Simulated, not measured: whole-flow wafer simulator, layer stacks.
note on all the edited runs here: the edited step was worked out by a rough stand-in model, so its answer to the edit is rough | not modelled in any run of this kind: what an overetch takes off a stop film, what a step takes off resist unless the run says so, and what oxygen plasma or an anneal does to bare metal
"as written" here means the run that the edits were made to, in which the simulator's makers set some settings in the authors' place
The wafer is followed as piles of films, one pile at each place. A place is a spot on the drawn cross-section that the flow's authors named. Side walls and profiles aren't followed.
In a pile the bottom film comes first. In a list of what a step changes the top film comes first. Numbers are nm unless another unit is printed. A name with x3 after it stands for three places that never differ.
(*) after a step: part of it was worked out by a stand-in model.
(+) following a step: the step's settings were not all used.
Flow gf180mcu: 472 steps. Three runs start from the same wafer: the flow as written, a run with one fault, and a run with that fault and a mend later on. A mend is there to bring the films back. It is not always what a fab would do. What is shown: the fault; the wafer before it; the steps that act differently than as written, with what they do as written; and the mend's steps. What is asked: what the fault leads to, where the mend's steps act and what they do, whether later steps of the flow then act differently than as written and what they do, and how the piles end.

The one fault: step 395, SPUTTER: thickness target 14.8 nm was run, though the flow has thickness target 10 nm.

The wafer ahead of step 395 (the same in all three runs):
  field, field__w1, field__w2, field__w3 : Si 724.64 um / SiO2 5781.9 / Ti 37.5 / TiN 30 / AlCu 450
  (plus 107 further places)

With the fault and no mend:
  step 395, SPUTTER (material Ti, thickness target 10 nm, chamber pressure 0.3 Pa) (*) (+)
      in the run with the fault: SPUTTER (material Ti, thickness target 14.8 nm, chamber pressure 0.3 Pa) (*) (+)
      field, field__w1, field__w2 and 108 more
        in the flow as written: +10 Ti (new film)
        in the run with the fault: +14.8 Ti (new film)
  Later steps of the flow acting differently than as written (2 other steps are not shown; they differ only slightly, by no more than 2% or 0.5 nm, whichever is larger):
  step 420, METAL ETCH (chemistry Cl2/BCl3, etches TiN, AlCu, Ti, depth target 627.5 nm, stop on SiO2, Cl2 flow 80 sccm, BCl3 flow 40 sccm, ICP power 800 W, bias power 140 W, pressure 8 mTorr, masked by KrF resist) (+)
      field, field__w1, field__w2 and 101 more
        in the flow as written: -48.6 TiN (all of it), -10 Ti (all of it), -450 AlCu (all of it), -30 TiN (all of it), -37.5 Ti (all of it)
        in the run with the fault: -48.6 TiN (all of it), -14.8 Ti (all of it), -450 AlCu (all of it), -30 TiN (all of it), -37.5 Ti (all of it)
  The piles end different from the flow's at field__w4, field__w8, contact, m1, m1__w1, mim, mim_1p0, m1_nw by more than 2% or 0.5 nm, whichever is larger.
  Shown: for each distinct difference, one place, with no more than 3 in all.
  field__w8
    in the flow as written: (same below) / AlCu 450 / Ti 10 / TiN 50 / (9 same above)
    in the run with the fault: (same below) / AlCu 450 / Ti 14.8 / TiN 50 / (9 same above)
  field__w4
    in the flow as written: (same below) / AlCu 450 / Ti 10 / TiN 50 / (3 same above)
    in the run with the fault: (same below) / AlCu 450 / Ti 14.8 / TiN 50 / (3 same above)
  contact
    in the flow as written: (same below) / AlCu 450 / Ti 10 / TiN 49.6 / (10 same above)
    in the run with the fault: (same below) / AlCu 450 / Ti 14.8 / TiN 49.6 / (10 same above)

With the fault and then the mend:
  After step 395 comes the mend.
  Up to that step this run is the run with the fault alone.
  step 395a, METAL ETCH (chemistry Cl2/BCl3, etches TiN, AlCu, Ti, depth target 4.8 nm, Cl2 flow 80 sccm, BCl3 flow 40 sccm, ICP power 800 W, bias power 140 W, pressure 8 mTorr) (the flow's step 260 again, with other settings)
      field, field__w1, field__w2 and 108 more
        -4.8 Ti
  None of the later steps of the flow acts differently than as written at any place that is followed.
  At every place that both follow, the piles at the end match the flow's.
